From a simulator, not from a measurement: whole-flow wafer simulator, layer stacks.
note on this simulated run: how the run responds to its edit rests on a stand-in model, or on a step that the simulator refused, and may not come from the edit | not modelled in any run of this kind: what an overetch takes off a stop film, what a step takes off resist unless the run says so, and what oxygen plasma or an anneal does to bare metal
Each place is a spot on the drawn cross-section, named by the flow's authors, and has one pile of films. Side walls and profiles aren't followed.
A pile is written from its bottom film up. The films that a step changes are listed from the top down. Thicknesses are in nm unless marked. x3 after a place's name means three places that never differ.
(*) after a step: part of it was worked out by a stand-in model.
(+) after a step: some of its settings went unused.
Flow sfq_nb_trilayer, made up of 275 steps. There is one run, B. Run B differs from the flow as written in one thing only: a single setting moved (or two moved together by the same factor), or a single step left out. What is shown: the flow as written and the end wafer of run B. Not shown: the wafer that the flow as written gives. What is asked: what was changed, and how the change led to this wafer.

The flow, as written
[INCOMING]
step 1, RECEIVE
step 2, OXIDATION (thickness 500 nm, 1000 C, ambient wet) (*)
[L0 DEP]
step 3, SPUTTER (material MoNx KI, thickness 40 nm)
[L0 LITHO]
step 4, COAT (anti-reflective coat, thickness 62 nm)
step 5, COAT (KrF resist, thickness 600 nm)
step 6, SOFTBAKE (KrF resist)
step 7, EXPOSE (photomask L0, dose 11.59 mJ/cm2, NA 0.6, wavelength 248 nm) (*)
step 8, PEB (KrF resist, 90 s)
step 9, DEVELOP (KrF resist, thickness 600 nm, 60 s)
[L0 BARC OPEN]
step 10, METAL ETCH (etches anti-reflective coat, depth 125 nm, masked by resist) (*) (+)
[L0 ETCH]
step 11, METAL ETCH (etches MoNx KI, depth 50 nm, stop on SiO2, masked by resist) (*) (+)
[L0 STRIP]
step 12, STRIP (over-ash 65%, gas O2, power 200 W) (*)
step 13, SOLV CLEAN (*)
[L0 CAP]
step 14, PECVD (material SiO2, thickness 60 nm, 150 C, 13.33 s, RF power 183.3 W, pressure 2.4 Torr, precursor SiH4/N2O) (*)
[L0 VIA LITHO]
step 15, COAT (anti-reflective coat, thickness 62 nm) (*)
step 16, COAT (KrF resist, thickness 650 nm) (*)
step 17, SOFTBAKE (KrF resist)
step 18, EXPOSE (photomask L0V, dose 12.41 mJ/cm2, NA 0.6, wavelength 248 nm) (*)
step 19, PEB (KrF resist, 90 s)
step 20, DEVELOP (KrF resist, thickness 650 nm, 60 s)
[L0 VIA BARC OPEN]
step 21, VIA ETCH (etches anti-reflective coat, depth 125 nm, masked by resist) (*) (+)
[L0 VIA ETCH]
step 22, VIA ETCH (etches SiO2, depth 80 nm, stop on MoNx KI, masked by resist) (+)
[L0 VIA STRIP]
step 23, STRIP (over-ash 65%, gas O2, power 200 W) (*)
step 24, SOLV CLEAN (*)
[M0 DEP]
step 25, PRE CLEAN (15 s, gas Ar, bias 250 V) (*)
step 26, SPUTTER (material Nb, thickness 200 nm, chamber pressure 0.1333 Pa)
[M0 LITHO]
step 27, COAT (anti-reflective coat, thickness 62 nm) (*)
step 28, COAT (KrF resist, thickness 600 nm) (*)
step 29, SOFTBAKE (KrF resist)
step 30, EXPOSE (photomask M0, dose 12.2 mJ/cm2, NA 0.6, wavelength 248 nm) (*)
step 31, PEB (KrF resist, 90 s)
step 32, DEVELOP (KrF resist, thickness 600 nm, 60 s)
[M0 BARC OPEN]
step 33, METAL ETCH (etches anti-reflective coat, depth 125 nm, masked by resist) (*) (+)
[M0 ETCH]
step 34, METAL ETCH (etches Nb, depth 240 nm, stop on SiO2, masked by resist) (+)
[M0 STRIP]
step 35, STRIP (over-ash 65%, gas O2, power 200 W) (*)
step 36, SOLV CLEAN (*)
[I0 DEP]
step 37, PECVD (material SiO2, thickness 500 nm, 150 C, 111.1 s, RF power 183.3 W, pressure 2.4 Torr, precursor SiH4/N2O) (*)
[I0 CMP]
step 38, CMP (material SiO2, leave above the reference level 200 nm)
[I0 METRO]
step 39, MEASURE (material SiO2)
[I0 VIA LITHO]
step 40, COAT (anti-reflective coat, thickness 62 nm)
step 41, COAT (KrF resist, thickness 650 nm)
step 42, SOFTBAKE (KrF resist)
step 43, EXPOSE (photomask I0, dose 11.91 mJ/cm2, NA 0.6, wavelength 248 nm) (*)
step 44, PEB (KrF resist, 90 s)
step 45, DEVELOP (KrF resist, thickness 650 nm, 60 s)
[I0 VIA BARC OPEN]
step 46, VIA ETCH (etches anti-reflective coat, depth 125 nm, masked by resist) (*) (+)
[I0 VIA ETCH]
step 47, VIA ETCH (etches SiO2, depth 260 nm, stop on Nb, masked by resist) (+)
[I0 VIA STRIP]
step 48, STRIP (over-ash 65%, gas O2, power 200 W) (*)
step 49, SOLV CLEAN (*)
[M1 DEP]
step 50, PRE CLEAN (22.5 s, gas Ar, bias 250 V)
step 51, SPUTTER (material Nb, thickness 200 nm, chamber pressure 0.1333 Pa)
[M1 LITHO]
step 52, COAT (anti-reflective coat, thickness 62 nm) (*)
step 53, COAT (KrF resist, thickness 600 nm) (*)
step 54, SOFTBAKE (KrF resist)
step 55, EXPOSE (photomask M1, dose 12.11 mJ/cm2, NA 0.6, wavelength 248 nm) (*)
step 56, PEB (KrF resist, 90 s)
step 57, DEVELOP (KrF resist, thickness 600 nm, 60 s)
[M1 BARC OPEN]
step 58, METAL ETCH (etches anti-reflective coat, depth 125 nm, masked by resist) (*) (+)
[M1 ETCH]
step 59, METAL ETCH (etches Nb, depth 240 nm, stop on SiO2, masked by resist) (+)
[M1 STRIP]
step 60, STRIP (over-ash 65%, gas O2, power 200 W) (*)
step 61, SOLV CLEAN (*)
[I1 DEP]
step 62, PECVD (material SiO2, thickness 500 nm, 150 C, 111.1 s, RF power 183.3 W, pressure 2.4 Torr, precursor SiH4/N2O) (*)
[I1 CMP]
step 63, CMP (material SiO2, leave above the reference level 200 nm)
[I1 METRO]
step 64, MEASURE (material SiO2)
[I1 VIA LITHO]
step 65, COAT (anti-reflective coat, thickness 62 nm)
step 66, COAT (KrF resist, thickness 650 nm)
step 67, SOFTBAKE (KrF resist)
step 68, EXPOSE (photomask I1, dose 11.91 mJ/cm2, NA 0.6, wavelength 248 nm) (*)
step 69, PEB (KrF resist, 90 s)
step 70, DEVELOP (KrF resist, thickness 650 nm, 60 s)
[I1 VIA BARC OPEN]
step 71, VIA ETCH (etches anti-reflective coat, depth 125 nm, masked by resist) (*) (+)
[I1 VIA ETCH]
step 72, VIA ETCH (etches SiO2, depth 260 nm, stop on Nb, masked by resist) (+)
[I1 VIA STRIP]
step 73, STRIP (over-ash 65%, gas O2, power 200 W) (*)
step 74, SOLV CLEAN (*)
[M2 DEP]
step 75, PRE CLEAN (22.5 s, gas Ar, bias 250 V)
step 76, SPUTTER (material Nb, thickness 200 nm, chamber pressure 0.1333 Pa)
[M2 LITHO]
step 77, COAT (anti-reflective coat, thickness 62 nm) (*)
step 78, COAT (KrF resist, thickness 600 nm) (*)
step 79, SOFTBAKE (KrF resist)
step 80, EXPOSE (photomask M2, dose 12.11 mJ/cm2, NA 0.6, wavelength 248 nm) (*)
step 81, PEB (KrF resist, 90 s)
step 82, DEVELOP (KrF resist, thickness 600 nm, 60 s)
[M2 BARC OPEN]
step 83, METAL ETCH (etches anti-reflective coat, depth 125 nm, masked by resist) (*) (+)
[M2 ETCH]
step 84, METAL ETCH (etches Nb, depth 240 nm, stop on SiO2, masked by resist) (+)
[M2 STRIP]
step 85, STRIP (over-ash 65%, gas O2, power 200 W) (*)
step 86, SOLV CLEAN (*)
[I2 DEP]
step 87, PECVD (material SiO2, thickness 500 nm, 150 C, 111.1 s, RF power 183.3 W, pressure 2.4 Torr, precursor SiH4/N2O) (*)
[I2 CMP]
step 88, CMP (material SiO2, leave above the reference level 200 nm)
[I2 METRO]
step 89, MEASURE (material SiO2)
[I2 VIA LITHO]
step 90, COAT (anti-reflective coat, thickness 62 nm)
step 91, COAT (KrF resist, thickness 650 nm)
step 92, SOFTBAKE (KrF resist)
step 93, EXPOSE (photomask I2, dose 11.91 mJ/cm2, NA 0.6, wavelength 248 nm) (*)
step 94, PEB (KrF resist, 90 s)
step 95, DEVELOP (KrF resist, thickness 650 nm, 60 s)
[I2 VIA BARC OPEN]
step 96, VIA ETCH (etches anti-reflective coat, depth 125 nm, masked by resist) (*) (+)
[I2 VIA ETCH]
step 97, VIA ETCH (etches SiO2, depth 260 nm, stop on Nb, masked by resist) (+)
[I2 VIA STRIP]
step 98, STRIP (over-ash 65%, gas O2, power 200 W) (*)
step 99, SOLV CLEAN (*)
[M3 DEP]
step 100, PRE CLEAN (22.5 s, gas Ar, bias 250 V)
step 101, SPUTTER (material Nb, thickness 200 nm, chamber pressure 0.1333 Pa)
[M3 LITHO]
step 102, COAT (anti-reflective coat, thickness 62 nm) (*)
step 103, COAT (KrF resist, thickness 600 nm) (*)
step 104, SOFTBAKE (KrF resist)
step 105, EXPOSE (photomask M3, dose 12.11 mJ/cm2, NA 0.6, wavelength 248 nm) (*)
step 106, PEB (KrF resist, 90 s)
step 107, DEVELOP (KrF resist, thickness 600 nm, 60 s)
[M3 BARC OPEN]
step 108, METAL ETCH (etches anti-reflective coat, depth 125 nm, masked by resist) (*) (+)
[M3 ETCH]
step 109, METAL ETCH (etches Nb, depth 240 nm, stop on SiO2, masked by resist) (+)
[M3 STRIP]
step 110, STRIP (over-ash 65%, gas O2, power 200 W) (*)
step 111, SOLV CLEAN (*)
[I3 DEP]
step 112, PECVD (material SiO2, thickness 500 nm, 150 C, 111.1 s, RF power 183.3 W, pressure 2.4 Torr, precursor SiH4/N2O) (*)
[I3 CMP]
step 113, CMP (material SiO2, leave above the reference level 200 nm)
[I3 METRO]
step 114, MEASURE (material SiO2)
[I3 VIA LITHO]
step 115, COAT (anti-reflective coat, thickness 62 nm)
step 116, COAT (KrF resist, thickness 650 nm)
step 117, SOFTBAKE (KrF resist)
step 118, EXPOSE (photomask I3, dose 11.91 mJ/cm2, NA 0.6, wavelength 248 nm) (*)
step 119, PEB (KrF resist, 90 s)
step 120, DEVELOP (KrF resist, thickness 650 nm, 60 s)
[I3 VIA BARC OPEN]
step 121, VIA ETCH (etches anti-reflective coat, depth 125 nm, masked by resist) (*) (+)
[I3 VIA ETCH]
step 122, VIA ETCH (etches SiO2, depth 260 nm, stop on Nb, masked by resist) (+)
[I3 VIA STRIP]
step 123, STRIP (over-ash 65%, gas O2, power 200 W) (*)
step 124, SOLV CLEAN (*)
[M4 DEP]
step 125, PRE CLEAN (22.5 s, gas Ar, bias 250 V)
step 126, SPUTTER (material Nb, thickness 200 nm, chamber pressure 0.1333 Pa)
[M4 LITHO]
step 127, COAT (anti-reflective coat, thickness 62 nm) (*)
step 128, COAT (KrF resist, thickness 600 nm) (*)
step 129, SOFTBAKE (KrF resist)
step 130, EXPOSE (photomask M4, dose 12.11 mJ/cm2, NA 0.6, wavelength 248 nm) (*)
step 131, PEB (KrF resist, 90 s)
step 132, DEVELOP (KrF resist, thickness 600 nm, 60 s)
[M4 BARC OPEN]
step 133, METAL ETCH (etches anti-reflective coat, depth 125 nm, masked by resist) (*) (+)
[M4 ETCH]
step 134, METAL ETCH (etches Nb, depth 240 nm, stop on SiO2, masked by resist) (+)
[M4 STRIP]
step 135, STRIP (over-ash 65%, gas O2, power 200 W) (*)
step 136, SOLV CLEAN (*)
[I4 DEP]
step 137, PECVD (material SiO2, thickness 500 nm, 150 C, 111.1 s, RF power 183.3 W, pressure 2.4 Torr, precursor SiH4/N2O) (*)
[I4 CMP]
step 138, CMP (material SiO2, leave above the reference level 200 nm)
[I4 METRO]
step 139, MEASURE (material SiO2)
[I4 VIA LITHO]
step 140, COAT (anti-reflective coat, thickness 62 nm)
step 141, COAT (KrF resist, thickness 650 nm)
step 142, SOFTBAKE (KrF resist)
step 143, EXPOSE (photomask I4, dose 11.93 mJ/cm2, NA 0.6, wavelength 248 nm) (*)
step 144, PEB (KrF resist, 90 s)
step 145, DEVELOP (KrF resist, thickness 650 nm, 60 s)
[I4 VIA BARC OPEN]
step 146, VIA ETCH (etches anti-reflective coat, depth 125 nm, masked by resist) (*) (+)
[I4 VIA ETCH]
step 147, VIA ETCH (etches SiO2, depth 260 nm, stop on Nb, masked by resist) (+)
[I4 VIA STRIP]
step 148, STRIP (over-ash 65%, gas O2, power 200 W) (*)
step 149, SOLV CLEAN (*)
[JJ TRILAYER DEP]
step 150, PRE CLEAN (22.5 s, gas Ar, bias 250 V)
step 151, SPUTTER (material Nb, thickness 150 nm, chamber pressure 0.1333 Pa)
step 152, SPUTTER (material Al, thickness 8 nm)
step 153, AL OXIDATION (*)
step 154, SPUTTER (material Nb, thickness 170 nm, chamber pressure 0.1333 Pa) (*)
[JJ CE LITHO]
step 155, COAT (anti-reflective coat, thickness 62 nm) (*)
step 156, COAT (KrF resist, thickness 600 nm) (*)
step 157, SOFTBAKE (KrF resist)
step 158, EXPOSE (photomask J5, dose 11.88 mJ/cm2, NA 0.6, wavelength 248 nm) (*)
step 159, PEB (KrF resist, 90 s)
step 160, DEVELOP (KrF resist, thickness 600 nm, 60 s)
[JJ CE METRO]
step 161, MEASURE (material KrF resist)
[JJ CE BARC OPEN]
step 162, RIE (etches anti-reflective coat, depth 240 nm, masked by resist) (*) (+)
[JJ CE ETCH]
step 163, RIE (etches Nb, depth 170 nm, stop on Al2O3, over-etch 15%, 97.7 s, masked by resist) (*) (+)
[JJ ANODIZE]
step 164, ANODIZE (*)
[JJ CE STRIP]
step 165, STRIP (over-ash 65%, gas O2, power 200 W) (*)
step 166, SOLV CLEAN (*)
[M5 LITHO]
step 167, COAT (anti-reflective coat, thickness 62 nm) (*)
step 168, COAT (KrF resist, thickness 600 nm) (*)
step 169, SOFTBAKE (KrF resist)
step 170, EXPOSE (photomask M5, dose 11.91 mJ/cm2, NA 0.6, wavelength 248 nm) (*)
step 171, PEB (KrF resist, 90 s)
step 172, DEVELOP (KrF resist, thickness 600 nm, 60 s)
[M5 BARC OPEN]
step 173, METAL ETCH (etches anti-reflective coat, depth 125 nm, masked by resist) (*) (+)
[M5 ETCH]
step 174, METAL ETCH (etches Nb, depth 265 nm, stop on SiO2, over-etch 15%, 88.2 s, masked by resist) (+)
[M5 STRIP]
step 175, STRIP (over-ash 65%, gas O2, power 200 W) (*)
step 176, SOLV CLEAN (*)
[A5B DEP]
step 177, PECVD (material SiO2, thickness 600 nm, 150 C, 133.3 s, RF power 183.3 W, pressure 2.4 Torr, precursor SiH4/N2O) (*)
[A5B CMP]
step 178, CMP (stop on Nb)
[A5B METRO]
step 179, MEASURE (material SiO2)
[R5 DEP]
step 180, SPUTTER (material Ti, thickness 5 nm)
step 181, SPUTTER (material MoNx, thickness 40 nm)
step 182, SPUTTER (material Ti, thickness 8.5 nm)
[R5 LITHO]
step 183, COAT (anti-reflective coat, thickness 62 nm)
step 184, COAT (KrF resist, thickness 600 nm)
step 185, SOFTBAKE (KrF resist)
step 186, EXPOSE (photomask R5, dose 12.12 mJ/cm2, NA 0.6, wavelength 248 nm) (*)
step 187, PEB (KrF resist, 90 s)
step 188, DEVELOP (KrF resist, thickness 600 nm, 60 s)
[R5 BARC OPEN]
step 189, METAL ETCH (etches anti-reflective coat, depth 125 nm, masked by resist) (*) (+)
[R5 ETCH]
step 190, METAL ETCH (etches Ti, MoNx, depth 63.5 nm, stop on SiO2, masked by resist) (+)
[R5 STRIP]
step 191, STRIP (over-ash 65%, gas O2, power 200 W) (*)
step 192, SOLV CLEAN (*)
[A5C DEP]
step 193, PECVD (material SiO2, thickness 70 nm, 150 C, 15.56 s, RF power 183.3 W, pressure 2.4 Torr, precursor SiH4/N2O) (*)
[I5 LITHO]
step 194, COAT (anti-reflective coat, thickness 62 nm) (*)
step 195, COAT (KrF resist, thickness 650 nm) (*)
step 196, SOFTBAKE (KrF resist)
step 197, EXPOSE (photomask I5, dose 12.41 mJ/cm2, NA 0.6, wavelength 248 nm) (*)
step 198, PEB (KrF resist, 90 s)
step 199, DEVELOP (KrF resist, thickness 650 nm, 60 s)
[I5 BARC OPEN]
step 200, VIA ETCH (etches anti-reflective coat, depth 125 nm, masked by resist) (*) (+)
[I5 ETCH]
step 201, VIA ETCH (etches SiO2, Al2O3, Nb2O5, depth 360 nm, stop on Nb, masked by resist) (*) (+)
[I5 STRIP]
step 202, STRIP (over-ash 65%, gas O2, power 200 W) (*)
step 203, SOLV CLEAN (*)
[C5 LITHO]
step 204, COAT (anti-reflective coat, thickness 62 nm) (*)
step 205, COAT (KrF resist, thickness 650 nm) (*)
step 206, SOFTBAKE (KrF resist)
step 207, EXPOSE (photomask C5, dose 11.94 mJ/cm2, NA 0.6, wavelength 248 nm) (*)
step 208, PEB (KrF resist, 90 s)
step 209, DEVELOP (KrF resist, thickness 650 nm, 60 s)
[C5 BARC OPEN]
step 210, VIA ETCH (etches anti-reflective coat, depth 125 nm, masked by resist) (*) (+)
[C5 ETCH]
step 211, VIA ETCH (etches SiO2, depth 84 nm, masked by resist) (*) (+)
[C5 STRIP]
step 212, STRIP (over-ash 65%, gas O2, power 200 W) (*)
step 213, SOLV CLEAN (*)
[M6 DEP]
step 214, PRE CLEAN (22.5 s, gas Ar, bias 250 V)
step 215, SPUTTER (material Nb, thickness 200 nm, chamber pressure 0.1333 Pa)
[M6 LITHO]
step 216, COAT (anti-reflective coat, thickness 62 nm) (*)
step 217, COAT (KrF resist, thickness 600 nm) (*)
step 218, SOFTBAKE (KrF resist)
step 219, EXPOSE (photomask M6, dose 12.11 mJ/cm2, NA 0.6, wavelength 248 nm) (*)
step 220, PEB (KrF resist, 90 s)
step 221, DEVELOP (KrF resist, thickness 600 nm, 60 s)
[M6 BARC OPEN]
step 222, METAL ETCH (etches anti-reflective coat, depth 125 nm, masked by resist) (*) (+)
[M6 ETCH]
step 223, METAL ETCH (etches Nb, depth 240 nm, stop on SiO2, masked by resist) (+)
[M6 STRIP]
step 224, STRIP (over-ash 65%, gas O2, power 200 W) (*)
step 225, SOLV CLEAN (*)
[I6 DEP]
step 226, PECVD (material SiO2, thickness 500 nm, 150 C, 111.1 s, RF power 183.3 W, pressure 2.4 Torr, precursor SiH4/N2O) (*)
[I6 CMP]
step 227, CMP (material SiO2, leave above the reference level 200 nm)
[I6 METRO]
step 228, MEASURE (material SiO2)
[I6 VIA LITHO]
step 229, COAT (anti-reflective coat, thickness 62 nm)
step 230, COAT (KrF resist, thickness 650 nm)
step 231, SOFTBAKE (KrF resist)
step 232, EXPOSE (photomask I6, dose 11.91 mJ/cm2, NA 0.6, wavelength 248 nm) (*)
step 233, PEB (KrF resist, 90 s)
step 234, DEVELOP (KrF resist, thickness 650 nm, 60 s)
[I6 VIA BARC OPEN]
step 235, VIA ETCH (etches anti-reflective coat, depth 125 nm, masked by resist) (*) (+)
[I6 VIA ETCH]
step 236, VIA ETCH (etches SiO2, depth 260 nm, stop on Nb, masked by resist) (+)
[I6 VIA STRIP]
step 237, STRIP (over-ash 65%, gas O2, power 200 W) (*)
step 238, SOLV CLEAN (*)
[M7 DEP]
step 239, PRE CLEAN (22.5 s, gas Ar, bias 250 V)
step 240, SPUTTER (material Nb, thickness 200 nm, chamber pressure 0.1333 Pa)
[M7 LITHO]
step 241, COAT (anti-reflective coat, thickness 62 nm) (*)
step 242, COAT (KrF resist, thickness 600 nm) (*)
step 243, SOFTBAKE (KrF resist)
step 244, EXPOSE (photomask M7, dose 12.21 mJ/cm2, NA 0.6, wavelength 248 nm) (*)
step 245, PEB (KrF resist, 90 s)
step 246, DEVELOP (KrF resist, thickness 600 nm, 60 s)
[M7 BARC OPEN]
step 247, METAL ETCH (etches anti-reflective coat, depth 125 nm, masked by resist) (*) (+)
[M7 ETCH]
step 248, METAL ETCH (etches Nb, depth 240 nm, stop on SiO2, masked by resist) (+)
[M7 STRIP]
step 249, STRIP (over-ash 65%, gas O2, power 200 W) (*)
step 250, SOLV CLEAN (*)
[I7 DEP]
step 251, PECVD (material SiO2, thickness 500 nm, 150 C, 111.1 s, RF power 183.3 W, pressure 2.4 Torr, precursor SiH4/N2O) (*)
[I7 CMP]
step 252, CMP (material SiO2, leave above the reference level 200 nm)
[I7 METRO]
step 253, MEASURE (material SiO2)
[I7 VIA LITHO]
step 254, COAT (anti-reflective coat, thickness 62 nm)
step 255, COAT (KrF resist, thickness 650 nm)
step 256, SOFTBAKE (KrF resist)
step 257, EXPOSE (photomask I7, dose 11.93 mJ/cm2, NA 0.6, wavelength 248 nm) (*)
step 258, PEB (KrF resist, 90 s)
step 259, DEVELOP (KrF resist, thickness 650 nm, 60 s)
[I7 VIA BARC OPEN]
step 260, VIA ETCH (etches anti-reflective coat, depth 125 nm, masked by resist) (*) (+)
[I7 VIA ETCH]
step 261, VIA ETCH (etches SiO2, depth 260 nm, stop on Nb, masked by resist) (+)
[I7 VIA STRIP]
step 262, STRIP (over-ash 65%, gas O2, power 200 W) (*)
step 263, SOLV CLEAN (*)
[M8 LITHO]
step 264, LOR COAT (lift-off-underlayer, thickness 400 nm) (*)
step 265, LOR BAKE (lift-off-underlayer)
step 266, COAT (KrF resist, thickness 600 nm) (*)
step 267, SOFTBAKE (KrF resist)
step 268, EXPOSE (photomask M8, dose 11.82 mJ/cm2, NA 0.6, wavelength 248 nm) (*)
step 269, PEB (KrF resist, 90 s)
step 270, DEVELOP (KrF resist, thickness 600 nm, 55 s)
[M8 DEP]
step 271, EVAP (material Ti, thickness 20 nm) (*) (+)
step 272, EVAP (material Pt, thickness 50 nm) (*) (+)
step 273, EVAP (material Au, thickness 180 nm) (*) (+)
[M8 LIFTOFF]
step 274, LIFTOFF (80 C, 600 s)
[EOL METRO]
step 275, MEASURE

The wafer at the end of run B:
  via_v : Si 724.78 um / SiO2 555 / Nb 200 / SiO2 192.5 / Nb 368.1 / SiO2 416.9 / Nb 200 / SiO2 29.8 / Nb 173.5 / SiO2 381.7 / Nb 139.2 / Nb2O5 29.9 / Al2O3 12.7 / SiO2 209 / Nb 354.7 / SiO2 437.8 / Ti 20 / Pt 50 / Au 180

What caused this: step 122, VIA ETCH: depth 162.5 nm was run, though the flow has depth 260 nm.

How this came from the change, step by step:
  step 122, VIA ETCH (etches SiO2, depth 260 nm, stop on Nb, masked by resist) (+)
      via_v: -162.5 SiO2 (in the flow as written it would be: -199.8 SiO2 (all of it))
      field_l, v_sur, via_wl and 102 more: -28 KrF resist (in the flow as written it would be: -44.8 KrF resist)
  step 123, STRIP (over-ash 65%, gas O2, power 200 W) (*)
      field_l, v_sur, via_wl and 102 more: -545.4 KrF resist (all of it), -62 anti-reflective coat (all of it) (in the flow as written it would be: -528.6 KrF resist (all of it), -62 anti-reflective coat (all of it))
  step 125, PRE CLEAN (22.5 s, gas Ar, bias 250 V)
      via_v: -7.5 SiO2 (in the flow as written it would be: -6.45 Nb)
  step 126, SPUTTER (material Nb, thickness 200 nm, chamber pressure 0.1333 Pa)
      via_v: +173.5 Nb (new film) (in the flow as written it would be: +165.5 Nb)
  step 127, COAT (anti-reflective coat, thickness 62 nm) (*)
      via_v: +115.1 anti-reflective coat (new film) (in the flow as written it would be: +124.8 anti-reflective coat (new film))
  step 128, COAT (KrF resist, thickness 600 nm) (*)
      via_v: +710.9 KrF resist (new film) (in the flow as written it would be: +739.8 KrF resist (new film))
  step 135, STRIP (over-ash 65%, gas O2, power 200 W) (*)
      via_v: -493 KrF resist (all of it), -115.1 anti-reflective coat (all of it) (in the flow as written it would be: -521.8 KrF resist (all of it), -124.8 anti-reflective coat (all of it))
  step 137, PECVD (material SiO2, thickness 500 nm, 150 C, 111.1 s, RF power 183.3 W, pressure 2.4 Torr, precursor SiH4/N2O) (*)
      via_v: +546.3 SiO2 (new film) (in the flow as written it would be: +615 SiO2 (new film))
  step 138, CMP (material SiO2, leave above the reference level 200 nm)
      via_v: -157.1 SiO2 (in the flow as written it would be: -181.6 SiO2)
Taking metal films that touch as one body, via_v has 7 bodies (between them, from the top down: SiO2 437.8; SiO2 209 / Al2O3 12.7 / Nb2O5 29.9; SiO2 381.7; SiO2 29.8; SiO2 416.9; SiO2 192.5); the flow as written gives 6 bodies (between them, from the top down: SiO2 437.8; SiO2 209 / Al2O3 12.7 / Nb2O5 29.9; SiO2 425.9; SiO2 416.9; SiO2 192.5).
